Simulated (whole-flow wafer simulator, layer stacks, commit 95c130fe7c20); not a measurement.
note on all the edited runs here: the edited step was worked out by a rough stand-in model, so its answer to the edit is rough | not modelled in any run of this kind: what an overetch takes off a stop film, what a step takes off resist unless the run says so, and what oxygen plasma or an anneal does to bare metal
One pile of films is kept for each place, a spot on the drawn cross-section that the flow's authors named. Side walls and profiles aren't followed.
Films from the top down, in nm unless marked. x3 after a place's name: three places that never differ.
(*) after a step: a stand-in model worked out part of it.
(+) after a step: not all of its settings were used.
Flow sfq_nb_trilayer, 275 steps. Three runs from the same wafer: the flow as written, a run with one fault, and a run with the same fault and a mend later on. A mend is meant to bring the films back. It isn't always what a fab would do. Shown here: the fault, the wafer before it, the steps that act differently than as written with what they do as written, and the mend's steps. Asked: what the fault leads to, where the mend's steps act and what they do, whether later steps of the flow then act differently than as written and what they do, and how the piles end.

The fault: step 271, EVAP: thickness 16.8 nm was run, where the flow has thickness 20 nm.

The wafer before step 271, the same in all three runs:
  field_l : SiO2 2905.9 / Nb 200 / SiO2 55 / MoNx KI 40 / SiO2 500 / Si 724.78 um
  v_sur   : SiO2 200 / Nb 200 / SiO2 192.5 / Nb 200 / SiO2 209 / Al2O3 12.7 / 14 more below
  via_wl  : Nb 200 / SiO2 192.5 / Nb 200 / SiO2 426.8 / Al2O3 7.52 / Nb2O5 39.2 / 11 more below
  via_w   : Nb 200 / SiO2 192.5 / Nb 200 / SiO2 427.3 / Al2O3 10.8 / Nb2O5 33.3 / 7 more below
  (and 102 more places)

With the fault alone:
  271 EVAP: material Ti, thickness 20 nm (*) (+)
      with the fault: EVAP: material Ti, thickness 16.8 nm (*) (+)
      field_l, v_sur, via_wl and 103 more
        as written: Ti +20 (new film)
        with the fault: Ti +16.8 (new film)
  Later steps of the flow that act differently than as written:
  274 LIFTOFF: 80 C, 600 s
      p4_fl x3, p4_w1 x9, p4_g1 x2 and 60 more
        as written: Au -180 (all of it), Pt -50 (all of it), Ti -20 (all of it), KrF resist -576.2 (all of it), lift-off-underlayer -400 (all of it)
        with the fault: Au -180 (all of it), Pt -50 (all of it), Ti -16.8 (all of it), KrF resist -576.2 (all of it), lift-off-underlayer -400 (all of it)
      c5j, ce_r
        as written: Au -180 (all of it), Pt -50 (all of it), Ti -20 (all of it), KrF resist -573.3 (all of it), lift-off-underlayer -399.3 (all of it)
        with the fault: Au -180 (all of it), Pt -50 (all of it), Ti -16.8 (all of it), KrF resist -573.3 (all of it), lift-off-underlayer -399.3 (all of it)
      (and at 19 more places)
  At the end the piles differ from the flow's by more than 2% or 0.5 nm, whichever is larger, at field_l, v_sur, via_wl and 8 more.
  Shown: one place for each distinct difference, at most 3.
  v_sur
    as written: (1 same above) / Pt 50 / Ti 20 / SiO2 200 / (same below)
    with the fault: (1 same above) / Pt 50 / Ti 16.8 / SiO2 200 / (same below)
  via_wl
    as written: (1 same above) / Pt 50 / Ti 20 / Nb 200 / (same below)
    with the fault: (1 same above) / Pt 50 / Ti 16.8 / Nb 200 / (same below)
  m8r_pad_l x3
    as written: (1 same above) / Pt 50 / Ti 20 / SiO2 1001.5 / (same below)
    with the fault: (1 same above) / Pt 50 / Ti 16.8 / SiO2 1001.5 / (same below)

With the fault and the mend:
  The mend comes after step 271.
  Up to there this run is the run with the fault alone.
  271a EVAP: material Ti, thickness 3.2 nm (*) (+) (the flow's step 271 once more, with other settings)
      field_l, v_sur, via_wl and 103 more
        Ti +3.2
  No later step of the flow acts differently than as written at any place that is followed.
  At the end the piles are the same as the flow's at every place that both follow.
